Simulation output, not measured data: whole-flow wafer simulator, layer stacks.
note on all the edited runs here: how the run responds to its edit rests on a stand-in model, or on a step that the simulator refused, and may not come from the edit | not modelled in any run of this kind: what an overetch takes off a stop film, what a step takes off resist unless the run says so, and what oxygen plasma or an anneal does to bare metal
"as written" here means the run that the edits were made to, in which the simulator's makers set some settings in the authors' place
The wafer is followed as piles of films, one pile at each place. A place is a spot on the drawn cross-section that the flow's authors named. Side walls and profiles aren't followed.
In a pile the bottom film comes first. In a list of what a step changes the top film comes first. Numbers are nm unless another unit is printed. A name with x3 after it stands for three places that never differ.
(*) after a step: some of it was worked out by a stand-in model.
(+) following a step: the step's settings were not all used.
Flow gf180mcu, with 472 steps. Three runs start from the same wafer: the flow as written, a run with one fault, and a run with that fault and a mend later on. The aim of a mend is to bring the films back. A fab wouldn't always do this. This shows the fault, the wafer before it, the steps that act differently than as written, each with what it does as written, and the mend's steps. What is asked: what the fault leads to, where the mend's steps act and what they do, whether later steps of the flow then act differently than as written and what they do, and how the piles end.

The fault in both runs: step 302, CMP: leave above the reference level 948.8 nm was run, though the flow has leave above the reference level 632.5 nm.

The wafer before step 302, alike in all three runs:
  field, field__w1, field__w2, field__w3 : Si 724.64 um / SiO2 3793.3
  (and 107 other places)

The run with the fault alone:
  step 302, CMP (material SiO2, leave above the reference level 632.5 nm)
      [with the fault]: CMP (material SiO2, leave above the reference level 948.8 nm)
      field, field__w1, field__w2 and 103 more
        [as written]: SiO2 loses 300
        [with the fault]: nothing
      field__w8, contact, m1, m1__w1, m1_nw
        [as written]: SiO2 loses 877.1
        [with the fault]: SiO2 loses 560.8
  Later steps of the flow acting differently than as written (10 other steps are not shown; they differ only slightly, by no more than 2% or 0.5 nm, whichever is larger):
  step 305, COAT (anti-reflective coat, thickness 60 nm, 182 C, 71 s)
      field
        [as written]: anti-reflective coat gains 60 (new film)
        [with the fault]: anti-reflective coat gains 66.4 (new film)
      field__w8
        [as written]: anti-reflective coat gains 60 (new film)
        [with the fault]: anti-reflective coat gains 50.6 (new film)
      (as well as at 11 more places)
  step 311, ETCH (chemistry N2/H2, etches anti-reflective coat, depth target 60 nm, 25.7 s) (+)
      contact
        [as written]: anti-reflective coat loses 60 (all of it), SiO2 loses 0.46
        [with the fault]: anti-reflective coat loses 50.5 (all of it), SiO2 loses 0.7
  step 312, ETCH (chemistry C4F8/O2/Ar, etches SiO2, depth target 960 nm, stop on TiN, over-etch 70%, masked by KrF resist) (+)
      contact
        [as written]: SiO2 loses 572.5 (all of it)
        [with the fault]: SiO2 loses 888.5 (all of it)
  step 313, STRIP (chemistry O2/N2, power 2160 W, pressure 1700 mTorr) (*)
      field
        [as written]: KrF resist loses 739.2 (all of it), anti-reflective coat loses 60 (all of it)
        [with the fault]: KrF resist loses 735.8 (all of it), anti-reflective coat loses 66.4 (all of it)
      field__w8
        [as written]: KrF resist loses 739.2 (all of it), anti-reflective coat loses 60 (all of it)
        [with the fault]: KrF resist loses 737.7 (all of it), anti-reflective coat loses 50.6 (all of it)
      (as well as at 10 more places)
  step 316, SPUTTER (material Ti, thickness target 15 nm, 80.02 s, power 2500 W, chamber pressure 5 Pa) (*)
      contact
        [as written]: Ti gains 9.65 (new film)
        [with the fault]: Ti gains 8.11 (new film)
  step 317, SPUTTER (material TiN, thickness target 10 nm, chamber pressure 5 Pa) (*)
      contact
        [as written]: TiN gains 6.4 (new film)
        [with the fault]: TiN gains 5.38 (new film)
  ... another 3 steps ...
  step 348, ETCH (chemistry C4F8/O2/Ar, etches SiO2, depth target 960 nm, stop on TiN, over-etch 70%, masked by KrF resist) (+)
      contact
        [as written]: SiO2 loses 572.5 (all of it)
        [with the fault]: SiO2 loses 588 (all of it)
  By the end, the piles at field, field__w1, field__w2 and 109 more depart from the flow's by more than 2% or 0.5 nm, whichever is larger.
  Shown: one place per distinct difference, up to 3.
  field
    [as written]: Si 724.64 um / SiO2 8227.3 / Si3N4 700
    [with the fault]: Si 724.64 um / SiO2 8542.8 / Si3N4 700
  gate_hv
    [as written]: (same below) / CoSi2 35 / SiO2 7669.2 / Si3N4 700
    [with the fault]: (same below) / CoSi2 35 / SiO2 7984.7 / Si3N4 700
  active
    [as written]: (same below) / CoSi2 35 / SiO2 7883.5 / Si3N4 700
    [with the fault]: (same below) / CoSi2 35 / SiO2 8199 / Si3N4 700

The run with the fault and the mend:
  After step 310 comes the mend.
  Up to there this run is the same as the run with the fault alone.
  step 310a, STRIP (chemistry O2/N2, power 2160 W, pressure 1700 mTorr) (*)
      iso_ptap_pw, iso_ntap_nw, iso_nw_fld and 33 more
        KrF resist loses 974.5 (all of it), anti-reflective coat loses 60 (all of it)
      field__w2, field__w3, field__w6 and 20 more
        KrF resist loses 974.7 (all of it), anti-reflective coat loses 60 (all of it)
      field_sub, field_sub__w1, field_sub__w2 and 12 more
        KrF resist loses 974.6 (all of it), anti-reflective coat loses 60 (all of it)
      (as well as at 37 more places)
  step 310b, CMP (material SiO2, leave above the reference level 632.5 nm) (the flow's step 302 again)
      field, field__w1, field__w2 and 103 more
        SiO2 loses 300
      field__w8, contact, m1, m1__w1, m1_nw
        SiO2 loses 316.3
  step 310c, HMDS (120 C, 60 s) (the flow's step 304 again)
      leaves every film unchanged at each place that is followed
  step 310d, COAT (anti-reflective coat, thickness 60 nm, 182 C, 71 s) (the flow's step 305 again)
      field, field__w1, field__w2 and 108 more
        anti-reflective coat gains 60 (new film)
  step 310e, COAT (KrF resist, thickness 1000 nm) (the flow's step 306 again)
      field, field__w1, field__w2 and 108 more
        KrF resist gains 1000 (new film)
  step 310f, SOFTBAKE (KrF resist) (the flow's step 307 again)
      leaves every film unchanged at each place that is followed
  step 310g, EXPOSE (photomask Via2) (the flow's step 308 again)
      leaves every film unchanged at each place that is followed
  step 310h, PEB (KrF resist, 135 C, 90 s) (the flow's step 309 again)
      field, field__w1, field__w2 and 108 more
        KrF resist loses 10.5
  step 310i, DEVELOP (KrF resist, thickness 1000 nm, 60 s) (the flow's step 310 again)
      field, field__w1, field__w2 and 107 more
        KrF resist loses 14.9
      contact
        KrF resist loses 989.5 (all of it)
  None of the later steps of the flow acts differently than as written at any place that is followed.
  By the end, the piles equal the flow's at every place that both follow.
